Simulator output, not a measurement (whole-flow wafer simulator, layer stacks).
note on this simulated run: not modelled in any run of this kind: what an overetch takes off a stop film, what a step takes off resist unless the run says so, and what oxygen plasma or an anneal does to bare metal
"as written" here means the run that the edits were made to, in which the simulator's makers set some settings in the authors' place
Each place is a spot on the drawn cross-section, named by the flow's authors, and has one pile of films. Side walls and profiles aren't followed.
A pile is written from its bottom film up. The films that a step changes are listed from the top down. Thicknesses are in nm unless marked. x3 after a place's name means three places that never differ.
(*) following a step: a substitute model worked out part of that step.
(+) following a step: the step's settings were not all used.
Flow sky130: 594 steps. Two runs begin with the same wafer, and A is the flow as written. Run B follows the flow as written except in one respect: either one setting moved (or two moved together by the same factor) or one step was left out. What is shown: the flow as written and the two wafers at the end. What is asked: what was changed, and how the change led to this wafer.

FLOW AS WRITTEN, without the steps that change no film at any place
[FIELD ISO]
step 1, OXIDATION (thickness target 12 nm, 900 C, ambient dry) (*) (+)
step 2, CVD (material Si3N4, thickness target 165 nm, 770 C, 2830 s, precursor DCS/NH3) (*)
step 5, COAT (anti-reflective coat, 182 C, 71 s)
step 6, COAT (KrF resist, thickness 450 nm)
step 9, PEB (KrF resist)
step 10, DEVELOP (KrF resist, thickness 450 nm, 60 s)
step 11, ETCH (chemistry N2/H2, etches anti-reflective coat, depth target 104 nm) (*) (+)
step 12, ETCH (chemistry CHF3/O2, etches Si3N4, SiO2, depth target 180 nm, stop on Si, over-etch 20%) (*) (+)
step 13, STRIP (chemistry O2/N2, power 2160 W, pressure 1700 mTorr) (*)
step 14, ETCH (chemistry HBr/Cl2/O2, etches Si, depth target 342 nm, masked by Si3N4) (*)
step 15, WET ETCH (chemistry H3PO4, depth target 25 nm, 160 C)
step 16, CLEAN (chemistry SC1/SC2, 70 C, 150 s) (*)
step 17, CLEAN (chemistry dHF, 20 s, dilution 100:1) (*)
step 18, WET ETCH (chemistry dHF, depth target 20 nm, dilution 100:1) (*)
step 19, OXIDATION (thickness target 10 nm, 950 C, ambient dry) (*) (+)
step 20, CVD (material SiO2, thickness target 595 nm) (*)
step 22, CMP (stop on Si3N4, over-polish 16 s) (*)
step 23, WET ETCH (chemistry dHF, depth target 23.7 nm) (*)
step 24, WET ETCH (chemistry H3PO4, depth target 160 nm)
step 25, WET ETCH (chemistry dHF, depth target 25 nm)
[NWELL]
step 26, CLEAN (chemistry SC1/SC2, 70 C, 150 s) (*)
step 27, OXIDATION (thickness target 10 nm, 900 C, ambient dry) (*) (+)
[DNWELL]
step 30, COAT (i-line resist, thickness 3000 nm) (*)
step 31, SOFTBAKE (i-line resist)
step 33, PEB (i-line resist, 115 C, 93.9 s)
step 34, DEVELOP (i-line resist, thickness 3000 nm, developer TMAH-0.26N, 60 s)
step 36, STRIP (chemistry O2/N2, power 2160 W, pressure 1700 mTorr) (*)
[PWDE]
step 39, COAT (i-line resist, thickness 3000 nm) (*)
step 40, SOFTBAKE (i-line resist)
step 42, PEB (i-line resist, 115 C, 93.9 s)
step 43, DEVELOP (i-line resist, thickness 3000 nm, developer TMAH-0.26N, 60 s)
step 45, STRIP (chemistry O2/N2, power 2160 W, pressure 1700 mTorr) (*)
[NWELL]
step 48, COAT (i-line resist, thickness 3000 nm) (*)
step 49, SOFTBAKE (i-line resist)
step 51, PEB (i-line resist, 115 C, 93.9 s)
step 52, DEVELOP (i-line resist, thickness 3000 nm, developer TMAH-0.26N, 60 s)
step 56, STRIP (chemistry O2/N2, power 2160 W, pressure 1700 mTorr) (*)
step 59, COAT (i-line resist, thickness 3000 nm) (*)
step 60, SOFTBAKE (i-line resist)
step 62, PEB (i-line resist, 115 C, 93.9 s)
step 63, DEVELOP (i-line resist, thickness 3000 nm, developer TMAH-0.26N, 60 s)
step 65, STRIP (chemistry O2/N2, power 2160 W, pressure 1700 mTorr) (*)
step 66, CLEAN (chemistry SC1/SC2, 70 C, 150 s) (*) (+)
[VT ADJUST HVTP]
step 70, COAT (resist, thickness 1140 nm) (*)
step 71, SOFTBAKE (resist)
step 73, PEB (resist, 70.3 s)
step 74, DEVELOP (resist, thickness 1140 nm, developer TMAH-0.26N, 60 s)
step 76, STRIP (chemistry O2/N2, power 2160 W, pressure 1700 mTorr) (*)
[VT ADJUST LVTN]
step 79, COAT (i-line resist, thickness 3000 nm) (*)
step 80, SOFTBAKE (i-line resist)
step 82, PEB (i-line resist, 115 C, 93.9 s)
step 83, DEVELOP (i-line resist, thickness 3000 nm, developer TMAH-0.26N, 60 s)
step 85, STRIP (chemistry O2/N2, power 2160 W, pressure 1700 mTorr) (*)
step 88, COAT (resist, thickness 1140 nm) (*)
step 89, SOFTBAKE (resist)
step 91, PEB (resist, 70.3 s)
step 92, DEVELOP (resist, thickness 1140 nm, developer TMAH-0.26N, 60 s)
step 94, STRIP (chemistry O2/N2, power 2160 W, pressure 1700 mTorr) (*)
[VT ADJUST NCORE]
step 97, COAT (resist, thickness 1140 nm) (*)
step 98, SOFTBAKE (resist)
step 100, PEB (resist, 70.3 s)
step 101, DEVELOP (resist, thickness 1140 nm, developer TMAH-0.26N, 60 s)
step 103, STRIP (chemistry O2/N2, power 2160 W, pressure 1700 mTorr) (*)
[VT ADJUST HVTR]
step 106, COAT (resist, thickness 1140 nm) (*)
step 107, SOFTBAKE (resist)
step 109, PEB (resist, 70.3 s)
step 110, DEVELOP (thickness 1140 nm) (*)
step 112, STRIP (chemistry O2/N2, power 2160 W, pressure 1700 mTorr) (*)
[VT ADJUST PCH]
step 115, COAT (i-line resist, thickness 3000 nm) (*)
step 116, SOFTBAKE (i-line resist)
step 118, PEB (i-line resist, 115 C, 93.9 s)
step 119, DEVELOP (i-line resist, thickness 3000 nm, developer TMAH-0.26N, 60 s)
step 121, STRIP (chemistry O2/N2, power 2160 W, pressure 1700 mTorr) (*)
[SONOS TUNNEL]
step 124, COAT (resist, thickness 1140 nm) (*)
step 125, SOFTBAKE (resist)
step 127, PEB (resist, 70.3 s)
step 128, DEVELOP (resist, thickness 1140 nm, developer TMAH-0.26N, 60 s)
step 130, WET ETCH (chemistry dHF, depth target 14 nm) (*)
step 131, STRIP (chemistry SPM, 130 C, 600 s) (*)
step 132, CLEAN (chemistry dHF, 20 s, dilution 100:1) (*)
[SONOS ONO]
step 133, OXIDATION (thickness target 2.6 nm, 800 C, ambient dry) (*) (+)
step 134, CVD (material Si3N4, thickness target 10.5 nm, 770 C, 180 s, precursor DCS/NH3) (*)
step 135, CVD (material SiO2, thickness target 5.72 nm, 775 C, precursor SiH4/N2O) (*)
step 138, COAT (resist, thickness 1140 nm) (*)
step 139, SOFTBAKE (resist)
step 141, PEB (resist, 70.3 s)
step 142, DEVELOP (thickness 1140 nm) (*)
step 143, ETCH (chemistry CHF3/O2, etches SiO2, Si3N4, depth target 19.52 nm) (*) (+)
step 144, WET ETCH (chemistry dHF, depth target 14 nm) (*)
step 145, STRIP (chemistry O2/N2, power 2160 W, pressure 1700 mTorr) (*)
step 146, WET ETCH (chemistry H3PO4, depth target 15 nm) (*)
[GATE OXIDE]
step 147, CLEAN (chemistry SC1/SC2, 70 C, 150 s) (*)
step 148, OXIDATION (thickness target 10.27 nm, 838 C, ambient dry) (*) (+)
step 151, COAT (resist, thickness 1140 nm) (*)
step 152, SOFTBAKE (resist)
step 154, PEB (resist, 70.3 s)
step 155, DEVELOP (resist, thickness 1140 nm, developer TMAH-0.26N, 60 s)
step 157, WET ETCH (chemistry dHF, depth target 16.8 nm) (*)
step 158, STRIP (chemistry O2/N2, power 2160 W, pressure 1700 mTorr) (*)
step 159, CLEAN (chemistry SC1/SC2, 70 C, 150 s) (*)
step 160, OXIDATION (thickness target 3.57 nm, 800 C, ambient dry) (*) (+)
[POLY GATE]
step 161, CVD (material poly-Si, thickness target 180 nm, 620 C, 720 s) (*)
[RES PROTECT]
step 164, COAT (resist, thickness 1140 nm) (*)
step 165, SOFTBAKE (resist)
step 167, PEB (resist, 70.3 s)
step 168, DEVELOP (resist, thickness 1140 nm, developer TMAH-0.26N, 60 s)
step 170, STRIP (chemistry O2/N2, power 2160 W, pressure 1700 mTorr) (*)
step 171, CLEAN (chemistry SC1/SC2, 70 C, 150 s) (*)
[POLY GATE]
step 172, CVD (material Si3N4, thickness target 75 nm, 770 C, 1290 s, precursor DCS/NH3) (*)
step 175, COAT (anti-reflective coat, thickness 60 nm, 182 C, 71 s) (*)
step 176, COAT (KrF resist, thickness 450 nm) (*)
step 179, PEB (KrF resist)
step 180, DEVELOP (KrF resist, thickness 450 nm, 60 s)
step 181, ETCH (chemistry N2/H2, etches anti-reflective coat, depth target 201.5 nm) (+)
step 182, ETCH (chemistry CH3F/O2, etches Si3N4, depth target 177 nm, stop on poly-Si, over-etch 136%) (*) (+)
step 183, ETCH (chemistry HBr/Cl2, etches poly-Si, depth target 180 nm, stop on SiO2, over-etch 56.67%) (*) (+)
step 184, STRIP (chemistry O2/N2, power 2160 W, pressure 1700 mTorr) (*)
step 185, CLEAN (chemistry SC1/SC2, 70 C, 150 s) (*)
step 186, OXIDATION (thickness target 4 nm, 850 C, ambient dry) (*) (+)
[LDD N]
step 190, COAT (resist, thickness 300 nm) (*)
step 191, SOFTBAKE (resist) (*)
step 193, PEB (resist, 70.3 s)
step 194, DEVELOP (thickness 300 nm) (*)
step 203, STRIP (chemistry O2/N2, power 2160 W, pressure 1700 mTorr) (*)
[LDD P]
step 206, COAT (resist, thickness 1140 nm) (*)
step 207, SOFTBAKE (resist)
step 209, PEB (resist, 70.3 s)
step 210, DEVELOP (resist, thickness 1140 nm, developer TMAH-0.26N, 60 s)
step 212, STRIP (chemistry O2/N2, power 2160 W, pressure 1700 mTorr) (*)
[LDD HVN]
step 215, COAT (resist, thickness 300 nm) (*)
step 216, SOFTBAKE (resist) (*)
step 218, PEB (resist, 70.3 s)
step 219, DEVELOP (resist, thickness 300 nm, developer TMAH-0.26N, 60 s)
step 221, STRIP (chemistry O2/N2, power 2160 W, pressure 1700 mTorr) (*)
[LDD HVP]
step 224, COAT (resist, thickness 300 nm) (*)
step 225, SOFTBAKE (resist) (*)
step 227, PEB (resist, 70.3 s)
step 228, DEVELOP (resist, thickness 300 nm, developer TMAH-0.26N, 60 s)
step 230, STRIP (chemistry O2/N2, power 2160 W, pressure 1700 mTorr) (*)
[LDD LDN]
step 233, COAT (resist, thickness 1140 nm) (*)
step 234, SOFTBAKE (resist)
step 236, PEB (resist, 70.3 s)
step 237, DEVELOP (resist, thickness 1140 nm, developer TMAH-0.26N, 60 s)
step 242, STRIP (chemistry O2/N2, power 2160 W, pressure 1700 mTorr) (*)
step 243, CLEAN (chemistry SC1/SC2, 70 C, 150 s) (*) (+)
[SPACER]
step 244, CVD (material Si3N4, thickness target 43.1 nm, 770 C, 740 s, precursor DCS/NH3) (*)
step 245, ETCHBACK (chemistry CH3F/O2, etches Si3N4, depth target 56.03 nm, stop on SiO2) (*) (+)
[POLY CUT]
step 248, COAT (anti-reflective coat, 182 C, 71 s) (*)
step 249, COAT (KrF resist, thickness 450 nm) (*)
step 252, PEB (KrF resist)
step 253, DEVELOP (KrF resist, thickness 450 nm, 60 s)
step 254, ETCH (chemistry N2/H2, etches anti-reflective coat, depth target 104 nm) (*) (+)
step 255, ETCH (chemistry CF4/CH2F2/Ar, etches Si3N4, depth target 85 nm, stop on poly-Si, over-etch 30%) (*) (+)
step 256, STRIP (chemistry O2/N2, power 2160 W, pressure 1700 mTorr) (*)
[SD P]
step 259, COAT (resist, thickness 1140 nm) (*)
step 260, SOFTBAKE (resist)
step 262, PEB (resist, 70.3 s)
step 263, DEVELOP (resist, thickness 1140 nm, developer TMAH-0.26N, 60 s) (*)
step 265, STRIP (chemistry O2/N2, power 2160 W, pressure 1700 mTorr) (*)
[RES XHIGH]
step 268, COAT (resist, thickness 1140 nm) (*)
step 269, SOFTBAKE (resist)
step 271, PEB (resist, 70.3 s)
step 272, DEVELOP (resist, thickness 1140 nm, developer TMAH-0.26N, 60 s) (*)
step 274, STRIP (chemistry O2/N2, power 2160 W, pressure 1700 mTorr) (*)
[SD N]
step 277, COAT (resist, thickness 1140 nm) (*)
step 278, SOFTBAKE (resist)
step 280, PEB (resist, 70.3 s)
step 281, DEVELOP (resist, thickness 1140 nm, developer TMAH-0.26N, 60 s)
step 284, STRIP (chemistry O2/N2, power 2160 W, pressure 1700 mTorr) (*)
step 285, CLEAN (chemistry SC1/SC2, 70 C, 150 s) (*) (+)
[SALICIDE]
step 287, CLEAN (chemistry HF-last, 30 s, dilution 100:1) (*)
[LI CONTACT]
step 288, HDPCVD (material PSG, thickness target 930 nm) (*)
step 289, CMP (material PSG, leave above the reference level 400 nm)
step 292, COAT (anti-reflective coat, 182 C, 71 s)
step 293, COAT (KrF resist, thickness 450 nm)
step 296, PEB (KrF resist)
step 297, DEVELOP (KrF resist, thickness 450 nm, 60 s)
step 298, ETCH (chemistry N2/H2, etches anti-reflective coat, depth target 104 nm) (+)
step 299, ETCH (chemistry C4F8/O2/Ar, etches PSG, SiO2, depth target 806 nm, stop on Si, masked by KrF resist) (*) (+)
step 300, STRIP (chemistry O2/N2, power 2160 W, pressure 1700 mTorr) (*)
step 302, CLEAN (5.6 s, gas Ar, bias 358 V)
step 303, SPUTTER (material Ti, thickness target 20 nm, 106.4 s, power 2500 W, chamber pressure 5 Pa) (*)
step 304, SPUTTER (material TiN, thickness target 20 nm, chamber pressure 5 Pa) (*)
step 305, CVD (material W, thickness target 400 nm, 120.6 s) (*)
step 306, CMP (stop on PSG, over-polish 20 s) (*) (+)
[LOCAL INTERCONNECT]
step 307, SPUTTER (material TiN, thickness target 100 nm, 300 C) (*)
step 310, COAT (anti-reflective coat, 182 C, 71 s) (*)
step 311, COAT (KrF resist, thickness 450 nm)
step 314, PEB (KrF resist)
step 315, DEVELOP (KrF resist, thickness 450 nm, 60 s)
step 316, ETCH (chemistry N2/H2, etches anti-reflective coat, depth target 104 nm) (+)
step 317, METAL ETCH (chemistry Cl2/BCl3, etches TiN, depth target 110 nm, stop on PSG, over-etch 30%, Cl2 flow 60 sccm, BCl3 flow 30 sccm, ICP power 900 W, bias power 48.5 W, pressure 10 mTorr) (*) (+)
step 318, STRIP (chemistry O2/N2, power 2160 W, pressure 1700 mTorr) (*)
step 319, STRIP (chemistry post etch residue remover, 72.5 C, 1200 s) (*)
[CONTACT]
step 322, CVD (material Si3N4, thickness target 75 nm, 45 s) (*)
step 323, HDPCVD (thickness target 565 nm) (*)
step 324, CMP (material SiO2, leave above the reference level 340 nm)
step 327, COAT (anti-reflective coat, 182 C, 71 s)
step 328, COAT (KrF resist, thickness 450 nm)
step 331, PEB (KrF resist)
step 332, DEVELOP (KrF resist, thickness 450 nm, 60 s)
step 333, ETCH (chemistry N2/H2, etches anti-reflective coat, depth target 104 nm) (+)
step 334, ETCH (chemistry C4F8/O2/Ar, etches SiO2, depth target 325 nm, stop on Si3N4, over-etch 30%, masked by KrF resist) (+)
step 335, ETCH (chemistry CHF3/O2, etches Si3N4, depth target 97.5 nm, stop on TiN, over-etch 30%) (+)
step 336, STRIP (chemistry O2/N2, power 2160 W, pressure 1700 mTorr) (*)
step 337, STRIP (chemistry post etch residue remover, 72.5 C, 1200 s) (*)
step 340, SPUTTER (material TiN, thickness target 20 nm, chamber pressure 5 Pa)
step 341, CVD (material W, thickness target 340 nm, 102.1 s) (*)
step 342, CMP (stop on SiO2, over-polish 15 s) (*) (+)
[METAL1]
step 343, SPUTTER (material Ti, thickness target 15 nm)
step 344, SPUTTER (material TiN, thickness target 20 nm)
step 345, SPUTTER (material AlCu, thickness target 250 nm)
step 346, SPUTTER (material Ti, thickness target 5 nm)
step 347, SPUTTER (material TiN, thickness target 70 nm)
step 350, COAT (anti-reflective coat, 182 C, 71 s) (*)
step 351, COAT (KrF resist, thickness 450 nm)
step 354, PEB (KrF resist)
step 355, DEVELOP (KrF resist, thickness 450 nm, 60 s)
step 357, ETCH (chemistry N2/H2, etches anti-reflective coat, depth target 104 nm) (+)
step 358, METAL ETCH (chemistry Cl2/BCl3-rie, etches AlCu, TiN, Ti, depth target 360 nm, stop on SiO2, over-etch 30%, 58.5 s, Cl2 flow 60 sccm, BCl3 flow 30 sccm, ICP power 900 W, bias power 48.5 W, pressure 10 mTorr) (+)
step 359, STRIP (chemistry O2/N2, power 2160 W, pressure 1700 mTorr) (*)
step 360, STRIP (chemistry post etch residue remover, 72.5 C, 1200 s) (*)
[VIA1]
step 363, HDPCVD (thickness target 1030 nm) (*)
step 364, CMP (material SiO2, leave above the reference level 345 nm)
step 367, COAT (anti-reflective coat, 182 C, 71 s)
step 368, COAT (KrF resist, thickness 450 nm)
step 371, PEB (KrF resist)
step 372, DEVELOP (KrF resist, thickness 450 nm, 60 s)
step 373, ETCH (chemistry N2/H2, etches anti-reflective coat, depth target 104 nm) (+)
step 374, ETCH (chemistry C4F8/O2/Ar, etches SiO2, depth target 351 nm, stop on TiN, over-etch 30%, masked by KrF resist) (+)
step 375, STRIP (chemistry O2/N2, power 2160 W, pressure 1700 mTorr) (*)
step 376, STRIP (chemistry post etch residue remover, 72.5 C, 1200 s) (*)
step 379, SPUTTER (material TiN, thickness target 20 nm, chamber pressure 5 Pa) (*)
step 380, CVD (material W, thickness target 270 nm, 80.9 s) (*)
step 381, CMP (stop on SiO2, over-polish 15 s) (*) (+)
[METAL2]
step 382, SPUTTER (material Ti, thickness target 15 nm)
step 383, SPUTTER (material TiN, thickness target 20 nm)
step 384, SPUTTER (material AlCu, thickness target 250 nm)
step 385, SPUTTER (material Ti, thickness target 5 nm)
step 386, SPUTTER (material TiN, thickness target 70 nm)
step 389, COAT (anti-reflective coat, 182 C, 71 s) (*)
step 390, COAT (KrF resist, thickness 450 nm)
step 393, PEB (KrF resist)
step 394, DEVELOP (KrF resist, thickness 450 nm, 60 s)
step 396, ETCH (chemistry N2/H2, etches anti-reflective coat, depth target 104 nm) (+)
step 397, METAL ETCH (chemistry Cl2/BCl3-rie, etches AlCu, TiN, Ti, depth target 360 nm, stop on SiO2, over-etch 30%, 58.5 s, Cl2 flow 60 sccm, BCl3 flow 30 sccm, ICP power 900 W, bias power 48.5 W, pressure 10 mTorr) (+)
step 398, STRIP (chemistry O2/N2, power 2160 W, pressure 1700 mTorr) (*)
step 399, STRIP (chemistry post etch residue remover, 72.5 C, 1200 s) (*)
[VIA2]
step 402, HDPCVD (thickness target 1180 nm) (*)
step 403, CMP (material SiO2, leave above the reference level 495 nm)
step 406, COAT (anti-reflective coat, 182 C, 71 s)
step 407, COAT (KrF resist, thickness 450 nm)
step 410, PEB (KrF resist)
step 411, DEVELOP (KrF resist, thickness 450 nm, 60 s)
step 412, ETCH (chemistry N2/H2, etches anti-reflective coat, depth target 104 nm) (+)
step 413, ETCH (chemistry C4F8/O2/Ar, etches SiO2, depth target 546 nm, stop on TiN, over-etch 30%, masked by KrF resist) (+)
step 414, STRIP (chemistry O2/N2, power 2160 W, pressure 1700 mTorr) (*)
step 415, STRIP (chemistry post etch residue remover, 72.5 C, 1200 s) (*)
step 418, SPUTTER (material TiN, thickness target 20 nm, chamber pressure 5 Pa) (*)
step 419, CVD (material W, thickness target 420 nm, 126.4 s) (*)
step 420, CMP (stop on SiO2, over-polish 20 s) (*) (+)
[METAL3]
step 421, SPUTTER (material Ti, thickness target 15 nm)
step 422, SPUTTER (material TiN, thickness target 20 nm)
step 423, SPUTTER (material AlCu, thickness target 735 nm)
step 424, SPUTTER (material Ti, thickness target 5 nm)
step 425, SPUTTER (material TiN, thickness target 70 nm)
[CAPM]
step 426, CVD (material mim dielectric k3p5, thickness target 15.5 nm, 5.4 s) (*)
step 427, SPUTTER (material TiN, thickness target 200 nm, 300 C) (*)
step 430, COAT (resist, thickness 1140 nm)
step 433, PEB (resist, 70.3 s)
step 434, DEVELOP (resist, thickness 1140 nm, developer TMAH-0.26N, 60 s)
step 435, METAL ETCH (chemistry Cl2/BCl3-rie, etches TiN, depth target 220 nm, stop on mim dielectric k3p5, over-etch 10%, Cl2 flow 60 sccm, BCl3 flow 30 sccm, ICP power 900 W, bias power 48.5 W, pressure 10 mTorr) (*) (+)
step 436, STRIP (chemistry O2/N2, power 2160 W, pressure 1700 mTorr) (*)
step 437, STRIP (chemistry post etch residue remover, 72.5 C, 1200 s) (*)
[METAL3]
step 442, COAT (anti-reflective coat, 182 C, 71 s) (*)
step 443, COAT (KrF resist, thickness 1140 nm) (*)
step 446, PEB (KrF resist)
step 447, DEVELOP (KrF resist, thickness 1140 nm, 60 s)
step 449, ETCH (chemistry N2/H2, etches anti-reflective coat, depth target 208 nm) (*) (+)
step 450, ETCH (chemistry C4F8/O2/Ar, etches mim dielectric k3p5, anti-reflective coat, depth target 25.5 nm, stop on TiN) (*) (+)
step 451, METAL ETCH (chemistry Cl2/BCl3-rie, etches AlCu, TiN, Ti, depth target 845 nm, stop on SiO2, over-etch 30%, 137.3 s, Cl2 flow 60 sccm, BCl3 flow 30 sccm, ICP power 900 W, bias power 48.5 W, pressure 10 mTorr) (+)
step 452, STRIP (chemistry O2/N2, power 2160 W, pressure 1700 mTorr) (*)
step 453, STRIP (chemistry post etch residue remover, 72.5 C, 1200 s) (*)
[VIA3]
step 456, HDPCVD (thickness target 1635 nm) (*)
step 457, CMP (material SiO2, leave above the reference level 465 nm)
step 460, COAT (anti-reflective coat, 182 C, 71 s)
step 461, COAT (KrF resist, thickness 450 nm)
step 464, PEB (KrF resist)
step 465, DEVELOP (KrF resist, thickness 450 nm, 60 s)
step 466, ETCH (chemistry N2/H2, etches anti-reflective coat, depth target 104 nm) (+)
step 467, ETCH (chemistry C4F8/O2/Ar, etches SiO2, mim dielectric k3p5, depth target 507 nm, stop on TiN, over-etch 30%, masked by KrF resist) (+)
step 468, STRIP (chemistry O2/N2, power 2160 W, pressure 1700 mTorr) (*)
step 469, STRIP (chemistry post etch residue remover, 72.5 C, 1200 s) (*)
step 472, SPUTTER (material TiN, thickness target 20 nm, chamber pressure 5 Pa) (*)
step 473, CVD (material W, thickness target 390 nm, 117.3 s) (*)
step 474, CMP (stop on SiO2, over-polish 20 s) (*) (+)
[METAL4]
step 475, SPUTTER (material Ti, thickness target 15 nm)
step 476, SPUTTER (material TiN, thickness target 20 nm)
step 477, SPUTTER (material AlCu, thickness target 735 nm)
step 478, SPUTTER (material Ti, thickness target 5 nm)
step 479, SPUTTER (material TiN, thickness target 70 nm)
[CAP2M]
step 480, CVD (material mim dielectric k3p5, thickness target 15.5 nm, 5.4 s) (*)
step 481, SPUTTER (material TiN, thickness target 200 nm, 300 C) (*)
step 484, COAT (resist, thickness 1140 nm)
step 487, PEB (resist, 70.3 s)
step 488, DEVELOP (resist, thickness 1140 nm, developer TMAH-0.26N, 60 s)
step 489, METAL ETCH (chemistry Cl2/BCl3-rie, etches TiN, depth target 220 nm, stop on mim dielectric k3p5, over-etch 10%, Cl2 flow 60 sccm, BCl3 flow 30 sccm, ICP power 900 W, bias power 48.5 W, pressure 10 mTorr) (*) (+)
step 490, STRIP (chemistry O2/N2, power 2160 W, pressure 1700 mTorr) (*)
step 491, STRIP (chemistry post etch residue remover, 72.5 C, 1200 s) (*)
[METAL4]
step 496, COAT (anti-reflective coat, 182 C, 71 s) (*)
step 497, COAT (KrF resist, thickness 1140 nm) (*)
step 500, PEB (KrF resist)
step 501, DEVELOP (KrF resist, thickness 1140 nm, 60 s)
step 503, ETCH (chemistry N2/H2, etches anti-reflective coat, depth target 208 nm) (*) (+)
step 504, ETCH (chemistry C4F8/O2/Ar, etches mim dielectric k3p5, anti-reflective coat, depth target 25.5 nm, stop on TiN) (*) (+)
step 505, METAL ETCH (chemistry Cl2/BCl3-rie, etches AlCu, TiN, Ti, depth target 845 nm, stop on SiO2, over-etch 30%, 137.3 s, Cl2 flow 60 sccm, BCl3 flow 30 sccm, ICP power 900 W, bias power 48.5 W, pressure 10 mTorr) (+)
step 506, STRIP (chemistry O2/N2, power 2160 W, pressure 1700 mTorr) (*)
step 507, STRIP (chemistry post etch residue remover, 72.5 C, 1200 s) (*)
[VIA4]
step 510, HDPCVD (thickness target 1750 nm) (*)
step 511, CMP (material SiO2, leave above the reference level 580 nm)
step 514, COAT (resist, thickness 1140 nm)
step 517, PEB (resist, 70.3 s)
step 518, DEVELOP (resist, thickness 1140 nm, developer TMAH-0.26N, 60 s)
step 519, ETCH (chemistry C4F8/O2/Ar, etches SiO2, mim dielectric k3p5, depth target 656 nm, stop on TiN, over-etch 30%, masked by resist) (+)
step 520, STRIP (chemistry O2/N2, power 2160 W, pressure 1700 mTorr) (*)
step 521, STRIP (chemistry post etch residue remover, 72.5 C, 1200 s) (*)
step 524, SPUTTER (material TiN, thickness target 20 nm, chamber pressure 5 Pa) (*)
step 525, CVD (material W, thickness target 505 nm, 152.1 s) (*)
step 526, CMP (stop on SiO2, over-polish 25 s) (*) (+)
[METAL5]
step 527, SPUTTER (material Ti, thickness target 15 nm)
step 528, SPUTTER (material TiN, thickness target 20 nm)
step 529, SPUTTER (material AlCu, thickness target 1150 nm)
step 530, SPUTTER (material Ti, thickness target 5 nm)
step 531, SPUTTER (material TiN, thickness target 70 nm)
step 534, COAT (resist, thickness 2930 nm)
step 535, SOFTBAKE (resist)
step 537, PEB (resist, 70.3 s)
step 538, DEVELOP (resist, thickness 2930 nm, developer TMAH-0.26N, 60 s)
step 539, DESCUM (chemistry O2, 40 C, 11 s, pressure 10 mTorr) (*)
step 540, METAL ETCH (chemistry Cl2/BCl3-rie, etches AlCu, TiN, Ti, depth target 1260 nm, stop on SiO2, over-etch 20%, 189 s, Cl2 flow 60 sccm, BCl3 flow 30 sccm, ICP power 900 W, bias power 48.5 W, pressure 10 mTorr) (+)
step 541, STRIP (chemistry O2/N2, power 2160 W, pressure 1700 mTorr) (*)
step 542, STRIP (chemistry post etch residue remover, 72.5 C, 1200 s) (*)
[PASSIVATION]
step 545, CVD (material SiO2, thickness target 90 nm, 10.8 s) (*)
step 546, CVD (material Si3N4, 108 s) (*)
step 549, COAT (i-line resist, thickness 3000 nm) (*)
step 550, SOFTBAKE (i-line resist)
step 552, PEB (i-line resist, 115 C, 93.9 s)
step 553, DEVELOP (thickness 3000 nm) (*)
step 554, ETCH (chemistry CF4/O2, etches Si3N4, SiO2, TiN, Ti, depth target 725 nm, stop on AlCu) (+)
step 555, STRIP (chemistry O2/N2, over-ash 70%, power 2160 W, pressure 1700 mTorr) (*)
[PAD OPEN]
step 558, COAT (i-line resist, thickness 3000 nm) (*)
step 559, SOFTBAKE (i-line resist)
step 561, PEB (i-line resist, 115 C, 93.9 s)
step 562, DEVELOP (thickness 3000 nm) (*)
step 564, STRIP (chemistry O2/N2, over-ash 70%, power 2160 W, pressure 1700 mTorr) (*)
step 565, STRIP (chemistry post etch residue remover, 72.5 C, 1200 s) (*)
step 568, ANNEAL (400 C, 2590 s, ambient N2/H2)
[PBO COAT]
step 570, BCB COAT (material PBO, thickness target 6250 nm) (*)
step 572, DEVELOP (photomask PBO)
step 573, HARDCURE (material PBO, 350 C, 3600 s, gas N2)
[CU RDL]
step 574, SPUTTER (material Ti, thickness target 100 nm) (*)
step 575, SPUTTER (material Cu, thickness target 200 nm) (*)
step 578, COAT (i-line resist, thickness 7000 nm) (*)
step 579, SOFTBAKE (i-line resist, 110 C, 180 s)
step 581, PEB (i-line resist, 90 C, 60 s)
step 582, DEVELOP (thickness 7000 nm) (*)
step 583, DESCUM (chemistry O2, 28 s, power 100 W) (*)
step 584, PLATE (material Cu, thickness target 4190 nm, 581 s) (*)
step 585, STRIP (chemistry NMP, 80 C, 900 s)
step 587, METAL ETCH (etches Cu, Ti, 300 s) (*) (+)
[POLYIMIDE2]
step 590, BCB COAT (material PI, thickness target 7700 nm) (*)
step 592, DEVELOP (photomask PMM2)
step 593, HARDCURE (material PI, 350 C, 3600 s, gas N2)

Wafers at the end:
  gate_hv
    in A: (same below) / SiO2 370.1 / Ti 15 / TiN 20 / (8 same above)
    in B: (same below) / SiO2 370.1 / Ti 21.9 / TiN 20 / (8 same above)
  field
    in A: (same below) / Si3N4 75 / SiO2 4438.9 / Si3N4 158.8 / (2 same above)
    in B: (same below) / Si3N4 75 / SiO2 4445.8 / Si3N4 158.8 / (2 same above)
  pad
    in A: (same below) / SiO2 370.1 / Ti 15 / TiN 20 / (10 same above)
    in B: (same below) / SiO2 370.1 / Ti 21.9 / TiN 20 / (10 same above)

What caused this: step 475, SPUTTER: thickness target 21.9 nm was run, while the flow as written has thickness target 15 nm.
The wafer itself shows it: gate_hv has Ti 21.9, and step 475 as written asks for 15 nm.

The path from the change to this, step by step:
  step 475, SPUTTER (material Ti, thickness target 15 nm)
      field, active, n_well and 189 more: A Ti gains 15 (new film) | B Ti gains 21.9 (new film)
  step 505, METAL ETCH (chemistry Cl2/BCl3-rie, etches AlCu, TiN, Ti, depth target 845 nm, stop on SiO2, over-etch 30%, 137.3 s, Cl2 flow 60 sccm, BCl3 flow 30 sccm, ICP power 900 W, bias power 48.5 W, pressure 10 mTorr) (+)
      field, gate, spacer and 68 more: A TiN loses 70 (all of it), Ti loses 5 (all of it), AlCu loses 735 (all of it), TiN loses 20 (all of it), Ti loses 15 (all of it), SiO2 loses 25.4 | B TiN loses 70 (all of it), Ti loses 5 (all of it), AlCu loses 735 (all of it), TiN loses 20 (all of it), Ti loses 21.9 (all of it), SiO2 loses 24.7
      active, vpp_iso1, mim_edge_plate and 14 more: A TiN loses 70 (all of it), Ti loses 5 (all of it), AlCu loses 735 (all of it), TiN loses 20 (all of it), Ti loses 15 (all of it), SiO2 loses 25.3 | B TiN loses 70 (all of it), Ti loses 5 (all of it), AlCu loses 735 (all of it), TiN loses 20 (all of it), Ti loses 21.9 (all of it), SiO2 loses 24.7
